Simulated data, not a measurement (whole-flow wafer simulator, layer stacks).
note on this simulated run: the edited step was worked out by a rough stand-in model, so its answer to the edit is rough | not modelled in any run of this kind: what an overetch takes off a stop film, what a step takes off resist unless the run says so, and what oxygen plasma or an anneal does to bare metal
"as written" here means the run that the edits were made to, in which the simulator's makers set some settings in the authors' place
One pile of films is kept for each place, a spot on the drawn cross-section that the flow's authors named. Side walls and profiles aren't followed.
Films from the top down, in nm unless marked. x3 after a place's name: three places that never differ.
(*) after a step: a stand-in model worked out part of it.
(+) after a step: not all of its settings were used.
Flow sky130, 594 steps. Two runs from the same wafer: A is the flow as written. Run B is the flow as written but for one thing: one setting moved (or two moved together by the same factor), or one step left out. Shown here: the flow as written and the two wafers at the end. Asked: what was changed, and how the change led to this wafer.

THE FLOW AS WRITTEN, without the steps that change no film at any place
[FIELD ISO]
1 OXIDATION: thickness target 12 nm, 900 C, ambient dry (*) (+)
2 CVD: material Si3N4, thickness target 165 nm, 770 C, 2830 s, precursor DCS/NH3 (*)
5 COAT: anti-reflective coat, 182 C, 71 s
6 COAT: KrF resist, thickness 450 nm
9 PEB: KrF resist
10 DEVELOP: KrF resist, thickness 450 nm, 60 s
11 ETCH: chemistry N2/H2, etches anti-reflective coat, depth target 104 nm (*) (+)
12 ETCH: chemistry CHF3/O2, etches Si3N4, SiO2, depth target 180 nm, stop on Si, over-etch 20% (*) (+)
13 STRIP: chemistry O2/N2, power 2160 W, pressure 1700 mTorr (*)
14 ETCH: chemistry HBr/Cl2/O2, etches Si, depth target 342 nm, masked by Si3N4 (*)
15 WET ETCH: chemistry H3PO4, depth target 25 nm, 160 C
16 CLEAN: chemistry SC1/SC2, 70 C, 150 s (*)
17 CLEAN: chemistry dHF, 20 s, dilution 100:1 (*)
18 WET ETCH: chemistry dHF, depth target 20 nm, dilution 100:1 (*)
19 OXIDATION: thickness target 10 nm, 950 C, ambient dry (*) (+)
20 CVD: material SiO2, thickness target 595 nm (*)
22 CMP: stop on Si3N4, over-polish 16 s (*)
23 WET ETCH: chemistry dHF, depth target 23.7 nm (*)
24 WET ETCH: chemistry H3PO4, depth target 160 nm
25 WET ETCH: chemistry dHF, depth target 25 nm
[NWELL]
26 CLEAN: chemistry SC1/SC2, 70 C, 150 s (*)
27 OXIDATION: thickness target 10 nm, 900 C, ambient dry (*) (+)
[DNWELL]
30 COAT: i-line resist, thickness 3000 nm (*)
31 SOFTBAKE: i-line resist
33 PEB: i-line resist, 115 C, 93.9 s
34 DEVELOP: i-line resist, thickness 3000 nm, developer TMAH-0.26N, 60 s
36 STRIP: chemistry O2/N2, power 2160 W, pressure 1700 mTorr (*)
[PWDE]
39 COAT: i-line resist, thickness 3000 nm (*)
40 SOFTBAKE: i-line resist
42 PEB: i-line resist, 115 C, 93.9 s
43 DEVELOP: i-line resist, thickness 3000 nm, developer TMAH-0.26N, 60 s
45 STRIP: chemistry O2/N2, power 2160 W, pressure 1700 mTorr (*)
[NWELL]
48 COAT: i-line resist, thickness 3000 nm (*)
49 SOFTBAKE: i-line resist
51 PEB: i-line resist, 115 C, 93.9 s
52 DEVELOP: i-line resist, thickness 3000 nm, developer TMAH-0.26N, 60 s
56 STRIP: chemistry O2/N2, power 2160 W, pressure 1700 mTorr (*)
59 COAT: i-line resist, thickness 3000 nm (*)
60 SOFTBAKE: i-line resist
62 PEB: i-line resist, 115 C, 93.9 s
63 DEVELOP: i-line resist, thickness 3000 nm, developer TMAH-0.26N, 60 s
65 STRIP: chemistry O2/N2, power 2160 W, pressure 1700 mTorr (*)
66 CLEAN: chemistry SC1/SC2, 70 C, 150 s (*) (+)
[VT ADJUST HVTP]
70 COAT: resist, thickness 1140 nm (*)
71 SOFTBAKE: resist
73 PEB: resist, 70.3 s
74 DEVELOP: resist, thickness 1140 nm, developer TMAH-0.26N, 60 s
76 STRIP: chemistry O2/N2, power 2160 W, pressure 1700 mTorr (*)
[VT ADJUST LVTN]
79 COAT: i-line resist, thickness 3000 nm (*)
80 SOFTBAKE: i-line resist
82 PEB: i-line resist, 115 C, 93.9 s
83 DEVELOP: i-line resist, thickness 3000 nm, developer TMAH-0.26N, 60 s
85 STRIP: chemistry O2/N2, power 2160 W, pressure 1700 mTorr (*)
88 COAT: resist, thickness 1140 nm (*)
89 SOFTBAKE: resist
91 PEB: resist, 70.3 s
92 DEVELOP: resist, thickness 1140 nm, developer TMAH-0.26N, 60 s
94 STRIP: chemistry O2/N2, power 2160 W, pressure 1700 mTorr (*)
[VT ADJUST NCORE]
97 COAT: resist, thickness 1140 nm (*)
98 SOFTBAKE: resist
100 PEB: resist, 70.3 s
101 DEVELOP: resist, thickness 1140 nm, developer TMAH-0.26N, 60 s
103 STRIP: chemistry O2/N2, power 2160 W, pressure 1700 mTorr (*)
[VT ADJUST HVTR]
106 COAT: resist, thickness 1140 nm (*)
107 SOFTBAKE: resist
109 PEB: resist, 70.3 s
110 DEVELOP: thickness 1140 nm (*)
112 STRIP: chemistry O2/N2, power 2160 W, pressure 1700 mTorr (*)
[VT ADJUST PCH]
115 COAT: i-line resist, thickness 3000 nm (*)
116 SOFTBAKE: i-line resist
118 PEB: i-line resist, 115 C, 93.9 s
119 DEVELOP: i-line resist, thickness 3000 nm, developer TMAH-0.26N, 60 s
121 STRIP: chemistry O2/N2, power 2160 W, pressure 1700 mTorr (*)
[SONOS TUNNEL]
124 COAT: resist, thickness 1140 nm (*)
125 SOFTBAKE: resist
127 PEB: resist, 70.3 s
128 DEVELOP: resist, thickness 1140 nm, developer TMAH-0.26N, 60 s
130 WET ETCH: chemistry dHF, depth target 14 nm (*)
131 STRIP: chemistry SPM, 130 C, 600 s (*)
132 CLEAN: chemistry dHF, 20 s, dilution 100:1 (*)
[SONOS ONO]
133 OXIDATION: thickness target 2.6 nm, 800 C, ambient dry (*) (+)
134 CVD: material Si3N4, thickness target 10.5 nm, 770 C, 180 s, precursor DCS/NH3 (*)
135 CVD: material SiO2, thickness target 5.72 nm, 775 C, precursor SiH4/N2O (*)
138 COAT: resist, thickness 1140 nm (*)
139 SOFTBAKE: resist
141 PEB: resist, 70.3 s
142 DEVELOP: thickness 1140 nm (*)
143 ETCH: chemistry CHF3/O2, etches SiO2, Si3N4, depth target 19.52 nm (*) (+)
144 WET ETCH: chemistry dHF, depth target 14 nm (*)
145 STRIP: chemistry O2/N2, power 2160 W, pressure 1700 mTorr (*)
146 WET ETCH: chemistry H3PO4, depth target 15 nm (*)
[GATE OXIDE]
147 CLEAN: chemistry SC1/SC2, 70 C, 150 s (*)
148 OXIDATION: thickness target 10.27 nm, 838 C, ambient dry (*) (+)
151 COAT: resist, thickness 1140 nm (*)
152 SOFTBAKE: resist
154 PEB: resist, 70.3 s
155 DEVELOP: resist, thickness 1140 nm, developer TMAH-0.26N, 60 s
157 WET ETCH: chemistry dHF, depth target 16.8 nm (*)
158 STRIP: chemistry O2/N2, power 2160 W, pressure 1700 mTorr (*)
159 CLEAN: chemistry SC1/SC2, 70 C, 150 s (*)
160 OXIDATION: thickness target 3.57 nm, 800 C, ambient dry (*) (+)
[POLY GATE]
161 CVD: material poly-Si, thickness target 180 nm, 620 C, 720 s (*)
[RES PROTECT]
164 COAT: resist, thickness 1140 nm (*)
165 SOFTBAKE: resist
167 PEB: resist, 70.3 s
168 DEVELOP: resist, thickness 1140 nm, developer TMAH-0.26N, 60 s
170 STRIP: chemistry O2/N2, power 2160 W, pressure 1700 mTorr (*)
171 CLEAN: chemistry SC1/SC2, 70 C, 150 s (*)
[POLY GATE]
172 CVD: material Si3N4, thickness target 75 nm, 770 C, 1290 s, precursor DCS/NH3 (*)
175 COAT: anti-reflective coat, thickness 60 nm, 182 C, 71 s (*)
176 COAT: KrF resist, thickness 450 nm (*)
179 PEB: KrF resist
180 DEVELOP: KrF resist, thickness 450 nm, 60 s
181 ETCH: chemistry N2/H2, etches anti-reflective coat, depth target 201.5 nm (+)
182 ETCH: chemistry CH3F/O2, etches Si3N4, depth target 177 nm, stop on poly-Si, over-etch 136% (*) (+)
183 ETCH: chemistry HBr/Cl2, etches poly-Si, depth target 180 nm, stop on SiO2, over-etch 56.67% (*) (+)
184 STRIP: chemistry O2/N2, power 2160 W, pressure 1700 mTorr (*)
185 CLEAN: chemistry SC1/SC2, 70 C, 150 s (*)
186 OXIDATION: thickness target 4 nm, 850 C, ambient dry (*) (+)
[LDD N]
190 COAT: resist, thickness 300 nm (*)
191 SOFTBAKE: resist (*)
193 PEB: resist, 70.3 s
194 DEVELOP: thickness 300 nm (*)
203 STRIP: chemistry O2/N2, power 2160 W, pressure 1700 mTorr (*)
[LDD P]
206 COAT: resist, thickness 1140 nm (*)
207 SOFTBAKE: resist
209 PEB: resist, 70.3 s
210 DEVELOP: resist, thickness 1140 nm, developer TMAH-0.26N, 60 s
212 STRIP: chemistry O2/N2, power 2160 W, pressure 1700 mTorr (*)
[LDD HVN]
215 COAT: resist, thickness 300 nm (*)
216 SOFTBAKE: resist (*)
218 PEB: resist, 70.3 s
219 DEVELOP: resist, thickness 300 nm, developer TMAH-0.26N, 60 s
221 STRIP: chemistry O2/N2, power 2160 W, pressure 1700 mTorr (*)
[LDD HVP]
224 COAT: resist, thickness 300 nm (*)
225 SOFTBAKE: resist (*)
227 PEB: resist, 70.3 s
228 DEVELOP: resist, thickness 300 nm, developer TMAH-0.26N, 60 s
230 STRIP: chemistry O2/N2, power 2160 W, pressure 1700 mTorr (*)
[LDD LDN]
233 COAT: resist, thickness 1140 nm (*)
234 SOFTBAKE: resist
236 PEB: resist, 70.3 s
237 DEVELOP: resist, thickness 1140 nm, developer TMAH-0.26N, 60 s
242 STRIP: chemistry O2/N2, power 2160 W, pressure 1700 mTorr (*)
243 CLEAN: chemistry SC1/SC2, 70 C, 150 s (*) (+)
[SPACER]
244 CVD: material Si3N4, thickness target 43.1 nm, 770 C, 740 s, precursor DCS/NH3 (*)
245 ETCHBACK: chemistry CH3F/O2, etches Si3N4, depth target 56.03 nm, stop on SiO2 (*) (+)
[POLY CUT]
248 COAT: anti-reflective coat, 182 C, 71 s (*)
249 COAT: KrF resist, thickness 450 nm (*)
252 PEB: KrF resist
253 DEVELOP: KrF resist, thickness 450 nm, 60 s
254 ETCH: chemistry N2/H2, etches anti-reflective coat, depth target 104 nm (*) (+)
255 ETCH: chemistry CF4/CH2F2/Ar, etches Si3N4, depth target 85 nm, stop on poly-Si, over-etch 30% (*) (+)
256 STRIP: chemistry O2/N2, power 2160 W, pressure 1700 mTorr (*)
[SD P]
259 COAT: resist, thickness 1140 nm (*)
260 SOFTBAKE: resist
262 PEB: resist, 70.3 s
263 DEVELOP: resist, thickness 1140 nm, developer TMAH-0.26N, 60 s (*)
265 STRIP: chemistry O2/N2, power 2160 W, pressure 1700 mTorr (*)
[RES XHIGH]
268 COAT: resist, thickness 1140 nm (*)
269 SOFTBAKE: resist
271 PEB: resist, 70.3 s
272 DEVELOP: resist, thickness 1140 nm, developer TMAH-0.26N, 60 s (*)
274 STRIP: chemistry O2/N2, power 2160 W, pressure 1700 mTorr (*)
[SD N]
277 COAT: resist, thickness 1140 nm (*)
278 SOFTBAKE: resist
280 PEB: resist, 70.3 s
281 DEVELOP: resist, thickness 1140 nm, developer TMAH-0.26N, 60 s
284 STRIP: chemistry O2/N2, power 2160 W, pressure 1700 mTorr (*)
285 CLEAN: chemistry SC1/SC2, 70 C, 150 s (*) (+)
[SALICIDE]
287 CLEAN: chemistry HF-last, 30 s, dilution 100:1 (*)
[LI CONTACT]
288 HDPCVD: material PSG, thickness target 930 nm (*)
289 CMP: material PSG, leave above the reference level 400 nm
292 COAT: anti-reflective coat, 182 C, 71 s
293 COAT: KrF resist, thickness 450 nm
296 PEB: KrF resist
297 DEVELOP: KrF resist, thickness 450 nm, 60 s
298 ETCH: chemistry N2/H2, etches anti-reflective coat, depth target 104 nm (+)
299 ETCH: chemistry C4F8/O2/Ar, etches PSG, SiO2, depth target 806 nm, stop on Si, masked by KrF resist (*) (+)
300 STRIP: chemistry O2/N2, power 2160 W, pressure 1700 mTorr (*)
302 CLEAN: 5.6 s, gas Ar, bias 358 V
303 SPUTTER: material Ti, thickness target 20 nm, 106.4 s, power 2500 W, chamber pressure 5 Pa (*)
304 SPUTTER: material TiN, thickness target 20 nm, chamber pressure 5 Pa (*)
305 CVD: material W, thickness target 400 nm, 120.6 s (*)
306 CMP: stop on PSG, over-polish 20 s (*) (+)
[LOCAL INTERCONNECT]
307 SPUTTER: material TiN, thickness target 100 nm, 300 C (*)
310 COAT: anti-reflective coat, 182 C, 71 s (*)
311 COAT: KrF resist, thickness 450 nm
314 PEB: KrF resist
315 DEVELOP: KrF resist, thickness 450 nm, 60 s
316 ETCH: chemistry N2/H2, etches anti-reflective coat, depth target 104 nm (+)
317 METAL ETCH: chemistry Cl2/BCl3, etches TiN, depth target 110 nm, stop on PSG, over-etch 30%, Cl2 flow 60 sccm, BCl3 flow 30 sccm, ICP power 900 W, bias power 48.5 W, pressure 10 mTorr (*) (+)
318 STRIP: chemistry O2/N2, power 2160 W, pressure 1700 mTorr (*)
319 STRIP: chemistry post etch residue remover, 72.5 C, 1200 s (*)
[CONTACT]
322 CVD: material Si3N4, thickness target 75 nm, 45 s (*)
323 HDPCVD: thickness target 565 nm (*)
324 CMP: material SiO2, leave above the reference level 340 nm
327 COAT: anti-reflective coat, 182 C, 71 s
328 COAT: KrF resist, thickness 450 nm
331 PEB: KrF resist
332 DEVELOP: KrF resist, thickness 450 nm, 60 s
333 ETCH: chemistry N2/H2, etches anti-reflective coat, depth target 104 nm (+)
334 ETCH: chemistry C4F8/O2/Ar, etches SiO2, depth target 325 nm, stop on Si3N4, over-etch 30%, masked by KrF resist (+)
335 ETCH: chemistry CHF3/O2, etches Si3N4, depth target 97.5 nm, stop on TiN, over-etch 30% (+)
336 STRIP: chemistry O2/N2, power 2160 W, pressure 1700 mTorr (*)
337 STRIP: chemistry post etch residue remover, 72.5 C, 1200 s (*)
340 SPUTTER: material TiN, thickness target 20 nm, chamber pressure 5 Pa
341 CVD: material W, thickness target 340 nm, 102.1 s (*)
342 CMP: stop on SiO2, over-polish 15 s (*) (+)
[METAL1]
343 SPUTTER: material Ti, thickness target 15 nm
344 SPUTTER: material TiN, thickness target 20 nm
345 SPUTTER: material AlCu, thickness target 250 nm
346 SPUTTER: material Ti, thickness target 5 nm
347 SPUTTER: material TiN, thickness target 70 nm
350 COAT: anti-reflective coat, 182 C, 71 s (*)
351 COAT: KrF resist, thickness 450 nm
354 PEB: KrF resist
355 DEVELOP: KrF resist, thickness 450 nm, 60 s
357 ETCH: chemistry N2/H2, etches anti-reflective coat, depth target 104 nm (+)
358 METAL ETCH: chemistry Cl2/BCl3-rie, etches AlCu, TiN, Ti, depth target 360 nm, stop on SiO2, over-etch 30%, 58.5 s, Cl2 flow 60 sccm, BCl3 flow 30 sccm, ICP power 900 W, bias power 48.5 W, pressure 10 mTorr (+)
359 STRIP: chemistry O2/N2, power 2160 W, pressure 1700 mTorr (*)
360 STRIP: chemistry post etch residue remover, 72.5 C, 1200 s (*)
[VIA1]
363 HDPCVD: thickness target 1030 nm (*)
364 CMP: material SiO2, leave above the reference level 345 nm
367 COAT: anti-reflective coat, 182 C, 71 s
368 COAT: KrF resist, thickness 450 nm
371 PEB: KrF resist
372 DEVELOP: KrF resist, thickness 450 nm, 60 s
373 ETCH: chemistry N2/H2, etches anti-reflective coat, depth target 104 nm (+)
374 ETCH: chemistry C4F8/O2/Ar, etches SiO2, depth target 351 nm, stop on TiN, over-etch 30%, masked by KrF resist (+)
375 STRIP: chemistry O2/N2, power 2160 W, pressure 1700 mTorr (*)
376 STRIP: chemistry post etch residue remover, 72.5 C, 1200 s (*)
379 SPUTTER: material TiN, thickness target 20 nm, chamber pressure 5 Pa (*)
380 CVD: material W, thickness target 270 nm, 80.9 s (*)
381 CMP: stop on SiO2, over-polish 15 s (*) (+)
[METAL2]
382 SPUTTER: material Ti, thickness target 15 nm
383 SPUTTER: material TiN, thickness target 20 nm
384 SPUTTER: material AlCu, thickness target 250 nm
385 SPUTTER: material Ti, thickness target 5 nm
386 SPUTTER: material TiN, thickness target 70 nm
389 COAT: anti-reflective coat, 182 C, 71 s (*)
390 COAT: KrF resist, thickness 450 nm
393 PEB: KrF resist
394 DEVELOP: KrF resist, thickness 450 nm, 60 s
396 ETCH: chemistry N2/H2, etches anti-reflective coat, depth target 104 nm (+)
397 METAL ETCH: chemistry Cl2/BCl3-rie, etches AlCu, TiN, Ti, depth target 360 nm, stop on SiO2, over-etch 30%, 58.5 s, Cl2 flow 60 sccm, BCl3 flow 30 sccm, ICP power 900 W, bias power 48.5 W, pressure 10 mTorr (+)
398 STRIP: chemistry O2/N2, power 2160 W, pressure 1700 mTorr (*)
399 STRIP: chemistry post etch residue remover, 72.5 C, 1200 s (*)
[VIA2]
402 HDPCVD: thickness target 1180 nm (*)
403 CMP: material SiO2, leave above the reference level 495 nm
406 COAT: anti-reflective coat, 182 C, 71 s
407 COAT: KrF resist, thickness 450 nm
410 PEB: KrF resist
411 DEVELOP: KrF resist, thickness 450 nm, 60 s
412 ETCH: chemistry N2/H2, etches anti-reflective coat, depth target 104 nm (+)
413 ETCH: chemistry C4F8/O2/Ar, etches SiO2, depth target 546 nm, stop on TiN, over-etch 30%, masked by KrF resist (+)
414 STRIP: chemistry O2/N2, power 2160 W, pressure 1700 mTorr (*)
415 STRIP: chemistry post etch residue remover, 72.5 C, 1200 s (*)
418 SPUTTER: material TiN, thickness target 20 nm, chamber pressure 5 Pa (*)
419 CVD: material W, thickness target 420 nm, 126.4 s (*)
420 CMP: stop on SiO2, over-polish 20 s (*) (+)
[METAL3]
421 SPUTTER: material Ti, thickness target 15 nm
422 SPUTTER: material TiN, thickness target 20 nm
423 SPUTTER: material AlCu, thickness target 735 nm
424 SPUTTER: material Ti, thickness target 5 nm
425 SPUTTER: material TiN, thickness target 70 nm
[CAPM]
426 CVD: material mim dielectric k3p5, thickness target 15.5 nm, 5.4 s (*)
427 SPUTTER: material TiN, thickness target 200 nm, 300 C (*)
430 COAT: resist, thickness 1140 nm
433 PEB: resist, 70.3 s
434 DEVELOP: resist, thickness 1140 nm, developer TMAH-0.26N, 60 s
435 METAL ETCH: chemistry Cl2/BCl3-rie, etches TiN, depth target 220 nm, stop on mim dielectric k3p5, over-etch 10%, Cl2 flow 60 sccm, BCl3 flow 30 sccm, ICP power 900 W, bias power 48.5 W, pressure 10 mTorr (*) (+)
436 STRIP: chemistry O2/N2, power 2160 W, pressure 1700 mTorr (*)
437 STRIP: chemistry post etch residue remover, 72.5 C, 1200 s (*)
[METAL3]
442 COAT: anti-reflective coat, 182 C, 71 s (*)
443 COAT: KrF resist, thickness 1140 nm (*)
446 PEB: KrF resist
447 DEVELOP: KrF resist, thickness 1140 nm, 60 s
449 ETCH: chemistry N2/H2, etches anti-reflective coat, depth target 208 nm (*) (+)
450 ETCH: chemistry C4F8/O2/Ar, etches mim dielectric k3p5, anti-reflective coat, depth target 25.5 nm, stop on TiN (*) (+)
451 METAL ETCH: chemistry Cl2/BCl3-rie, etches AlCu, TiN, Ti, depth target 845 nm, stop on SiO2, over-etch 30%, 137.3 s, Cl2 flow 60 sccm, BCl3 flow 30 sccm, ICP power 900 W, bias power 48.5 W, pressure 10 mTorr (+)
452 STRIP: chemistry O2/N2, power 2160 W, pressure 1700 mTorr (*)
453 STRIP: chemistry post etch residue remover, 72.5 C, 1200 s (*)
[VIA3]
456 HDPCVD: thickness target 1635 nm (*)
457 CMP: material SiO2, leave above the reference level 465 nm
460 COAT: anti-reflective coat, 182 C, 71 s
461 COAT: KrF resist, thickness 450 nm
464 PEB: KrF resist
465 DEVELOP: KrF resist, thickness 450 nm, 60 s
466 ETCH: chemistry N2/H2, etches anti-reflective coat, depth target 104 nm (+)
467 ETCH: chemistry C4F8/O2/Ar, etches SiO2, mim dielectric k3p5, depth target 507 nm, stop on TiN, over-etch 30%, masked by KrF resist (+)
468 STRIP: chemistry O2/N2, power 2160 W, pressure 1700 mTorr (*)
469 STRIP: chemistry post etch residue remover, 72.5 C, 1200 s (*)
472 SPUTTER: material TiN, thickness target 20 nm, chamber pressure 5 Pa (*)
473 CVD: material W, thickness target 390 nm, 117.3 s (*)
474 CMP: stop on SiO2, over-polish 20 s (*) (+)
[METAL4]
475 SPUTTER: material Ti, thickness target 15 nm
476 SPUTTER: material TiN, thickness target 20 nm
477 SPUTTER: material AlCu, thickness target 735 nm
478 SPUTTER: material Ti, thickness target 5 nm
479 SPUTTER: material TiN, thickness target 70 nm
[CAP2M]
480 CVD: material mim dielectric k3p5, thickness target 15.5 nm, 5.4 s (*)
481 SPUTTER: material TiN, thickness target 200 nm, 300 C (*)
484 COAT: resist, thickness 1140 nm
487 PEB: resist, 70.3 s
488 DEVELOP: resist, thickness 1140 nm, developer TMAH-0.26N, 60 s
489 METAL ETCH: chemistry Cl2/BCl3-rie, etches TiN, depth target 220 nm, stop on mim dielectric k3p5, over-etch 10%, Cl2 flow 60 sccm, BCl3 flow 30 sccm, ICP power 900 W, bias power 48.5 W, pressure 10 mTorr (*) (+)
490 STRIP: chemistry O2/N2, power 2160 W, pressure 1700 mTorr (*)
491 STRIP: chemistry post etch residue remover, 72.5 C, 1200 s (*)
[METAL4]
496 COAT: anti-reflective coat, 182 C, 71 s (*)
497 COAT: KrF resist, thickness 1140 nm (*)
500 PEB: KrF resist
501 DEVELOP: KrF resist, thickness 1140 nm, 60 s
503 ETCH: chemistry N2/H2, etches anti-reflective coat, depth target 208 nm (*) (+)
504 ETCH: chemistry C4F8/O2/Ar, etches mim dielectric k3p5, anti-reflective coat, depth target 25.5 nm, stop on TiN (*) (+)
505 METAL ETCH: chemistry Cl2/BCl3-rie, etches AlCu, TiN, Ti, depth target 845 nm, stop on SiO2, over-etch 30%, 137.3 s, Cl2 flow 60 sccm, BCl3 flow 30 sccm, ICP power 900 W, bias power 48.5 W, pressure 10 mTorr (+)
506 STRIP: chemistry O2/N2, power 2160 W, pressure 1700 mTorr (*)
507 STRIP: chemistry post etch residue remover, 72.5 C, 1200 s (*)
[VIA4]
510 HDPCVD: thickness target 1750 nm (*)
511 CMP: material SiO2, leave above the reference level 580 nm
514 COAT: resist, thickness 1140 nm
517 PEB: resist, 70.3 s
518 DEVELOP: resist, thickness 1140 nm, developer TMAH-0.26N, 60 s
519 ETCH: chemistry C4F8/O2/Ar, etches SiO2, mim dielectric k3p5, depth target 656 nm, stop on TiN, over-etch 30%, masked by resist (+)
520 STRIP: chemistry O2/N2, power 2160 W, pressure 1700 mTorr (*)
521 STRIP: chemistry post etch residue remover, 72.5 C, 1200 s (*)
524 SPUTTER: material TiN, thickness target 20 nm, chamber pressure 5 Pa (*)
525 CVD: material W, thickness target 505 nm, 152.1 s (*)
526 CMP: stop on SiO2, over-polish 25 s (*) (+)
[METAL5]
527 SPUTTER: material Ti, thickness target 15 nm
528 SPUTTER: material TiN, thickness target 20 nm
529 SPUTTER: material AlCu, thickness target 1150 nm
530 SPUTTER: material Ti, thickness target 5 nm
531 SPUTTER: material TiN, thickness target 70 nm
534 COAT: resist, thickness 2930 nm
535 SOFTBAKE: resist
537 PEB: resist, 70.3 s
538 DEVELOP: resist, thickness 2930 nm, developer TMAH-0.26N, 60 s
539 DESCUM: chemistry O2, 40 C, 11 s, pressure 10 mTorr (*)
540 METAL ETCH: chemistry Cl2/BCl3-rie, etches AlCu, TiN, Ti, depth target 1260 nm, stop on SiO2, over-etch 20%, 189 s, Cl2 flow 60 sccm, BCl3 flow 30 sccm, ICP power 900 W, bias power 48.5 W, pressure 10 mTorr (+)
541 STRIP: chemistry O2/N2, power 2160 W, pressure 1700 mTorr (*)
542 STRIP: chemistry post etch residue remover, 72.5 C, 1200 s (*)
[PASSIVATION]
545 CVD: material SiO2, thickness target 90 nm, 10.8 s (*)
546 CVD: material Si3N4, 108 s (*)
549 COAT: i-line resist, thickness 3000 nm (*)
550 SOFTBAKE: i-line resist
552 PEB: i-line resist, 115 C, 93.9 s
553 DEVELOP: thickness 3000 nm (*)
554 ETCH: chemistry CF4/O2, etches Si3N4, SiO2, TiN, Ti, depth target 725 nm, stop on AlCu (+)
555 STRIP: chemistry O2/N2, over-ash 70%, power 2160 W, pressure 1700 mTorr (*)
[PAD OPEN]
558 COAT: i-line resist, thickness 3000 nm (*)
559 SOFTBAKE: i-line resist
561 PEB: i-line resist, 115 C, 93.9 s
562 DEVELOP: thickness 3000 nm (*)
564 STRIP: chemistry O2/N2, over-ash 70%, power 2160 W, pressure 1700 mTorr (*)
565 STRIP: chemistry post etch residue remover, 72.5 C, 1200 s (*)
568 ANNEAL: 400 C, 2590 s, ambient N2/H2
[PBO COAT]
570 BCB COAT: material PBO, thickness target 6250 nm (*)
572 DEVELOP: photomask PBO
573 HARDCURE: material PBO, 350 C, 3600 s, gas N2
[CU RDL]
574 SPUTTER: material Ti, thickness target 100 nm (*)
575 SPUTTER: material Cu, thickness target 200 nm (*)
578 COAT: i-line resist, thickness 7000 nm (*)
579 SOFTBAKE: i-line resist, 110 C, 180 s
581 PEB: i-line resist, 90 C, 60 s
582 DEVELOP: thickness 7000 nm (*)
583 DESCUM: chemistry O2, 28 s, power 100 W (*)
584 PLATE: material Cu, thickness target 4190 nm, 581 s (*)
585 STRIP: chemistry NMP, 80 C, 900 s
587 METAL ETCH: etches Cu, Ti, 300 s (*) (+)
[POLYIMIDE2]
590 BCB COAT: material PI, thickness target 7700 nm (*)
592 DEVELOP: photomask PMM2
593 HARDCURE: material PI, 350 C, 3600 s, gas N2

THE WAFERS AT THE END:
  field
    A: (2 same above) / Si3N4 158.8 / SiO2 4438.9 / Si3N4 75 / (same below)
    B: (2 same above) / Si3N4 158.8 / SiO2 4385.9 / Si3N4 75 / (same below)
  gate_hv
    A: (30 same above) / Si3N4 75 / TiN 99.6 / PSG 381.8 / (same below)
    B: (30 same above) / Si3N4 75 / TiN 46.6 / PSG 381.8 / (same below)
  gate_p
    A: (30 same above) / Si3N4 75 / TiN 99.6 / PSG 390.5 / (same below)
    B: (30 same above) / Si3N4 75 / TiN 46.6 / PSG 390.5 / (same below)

The cause: step 307, SPUTTER: thickness target 47 nm was run, where the flow has thickness target 100 nm.

How the change led to this, step by step:
  307 SPUTTER: material TiN, thickness target 100 nm, 300 C (*)
      field, active, n_well and 188 more: A TiN +100 (new film) | B TiN +47 (new film)
  317 METAL ETCH: chemistry Cl2/BCl3, etches TiN, depth target 110 nm, stop on PSG, over-etch 30%, Cl2 flow 60 sccm, BCl3 flow 30 sccm, ICP power 900 W, bias power 48.5 W, pressure 10 mTorr (*) (+)
      n_well, p_well, gate_hv and 97 more: A KrF resist -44 | B KrF resist -23.7
      field, active, gate and 88 more: A TiN -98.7 (all of it) | B TiN -45.7 (all of it)
  318 STRIP: chemistry O2/N2, power 2160 W, pressure 1700 mTorr (*)
      n_well, p_well, gate_hv and 93 more: A KrF resist -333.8 (all of it), anti-reflective coat -80 (all of it) | B KrF resist -354.1 (all of it), anti-reflective coat -80 (all of it)
      poly_licon, ndiff_licon, ndiff_licon_cpp, rpo_hd_licon: A KrF resist -333.9 (all of it), anti-reflective coat -80.5 (all of it) | B KrF resist -354.1 (all of it), anti-reflective coat -80.5 (all of it)
  324 CMP: material SiO2, leave above the reference level 340 nm
      field, active, gate and 88 more: A SiO2 -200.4 | B SiO2 -253.4
